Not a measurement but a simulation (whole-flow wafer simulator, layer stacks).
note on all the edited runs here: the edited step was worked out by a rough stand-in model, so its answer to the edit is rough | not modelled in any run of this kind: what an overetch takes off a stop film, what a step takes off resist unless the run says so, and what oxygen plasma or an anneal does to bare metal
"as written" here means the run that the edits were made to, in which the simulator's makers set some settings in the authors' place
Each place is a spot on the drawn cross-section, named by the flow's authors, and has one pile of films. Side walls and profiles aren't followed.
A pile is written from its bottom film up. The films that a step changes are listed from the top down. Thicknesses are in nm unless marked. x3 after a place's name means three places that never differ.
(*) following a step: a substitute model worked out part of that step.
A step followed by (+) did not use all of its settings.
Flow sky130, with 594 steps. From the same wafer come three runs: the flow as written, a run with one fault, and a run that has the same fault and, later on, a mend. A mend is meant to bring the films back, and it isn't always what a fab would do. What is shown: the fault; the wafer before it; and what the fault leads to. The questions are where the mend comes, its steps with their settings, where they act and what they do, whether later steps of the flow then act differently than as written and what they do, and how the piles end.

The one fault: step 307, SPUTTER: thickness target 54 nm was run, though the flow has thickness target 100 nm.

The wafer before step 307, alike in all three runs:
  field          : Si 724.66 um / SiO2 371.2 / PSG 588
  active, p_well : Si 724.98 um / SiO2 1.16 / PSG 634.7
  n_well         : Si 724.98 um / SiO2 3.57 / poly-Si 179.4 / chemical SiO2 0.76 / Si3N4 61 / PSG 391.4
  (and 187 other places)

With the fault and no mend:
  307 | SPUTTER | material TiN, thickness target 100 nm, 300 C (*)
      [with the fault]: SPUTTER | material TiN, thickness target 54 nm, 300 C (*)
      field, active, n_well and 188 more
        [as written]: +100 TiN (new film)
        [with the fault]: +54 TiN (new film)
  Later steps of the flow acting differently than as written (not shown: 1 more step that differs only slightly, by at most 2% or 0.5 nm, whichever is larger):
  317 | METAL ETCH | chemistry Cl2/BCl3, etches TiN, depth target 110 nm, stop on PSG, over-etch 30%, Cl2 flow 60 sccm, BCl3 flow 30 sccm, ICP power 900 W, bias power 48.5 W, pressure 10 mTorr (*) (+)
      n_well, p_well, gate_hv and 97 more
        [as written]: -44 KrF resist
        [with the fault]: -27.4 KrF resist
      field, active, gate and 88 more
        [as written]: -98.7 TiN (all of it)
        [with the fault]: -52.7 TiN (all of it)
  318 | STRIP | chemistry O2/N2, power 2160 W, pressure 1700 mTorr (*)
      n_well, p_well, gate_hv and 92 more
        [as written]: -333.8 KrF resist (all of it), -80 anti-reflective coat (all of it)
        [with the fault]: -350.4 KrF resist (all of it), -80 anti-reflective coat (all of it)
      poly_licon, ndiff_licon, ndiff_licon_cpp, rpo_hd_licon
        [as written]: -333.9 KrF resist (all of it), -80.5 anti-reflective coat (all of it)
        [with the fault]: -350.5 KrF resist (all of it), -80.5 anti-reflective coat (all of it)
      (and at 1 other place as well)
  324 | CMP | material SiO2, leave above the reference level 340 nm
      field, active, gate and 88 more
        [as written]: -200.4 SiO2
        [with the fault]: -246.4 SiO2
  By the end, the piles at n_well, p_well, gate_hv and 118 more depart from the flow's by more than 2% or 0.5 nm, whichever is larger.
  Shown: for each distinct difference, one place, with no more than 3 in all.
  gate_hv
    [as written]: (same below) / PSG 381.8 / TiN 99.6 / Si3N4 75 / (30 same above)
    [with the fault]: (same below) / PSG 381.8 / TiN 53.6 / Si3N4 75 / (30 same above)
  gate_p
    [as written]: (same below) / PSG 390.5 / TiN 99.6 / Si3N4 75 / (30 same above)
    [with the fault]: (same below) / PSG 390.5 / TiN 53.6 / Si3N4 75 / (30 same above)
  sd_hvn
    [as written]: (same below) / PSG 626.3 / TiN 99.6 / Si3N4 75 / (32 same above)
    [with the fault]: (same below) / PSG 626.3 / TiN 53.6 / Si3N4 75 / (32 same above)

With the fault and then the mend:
  The mend stands after step 307.
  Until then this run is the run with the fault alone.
  307a | SPUTTER | material TiN, thickness target 46 nm, 300 C (*) (a further turn of the flow's step 307, with different settings)
      field, active, n_well and 188 more
        +46 TiN
  Later steps of the flow that are run all act as written at every place that is followed, up to a difference of at most 2% or 0.5 nm, whichever is larger.
  At every place that both follow, the piles at the end match the flow's.
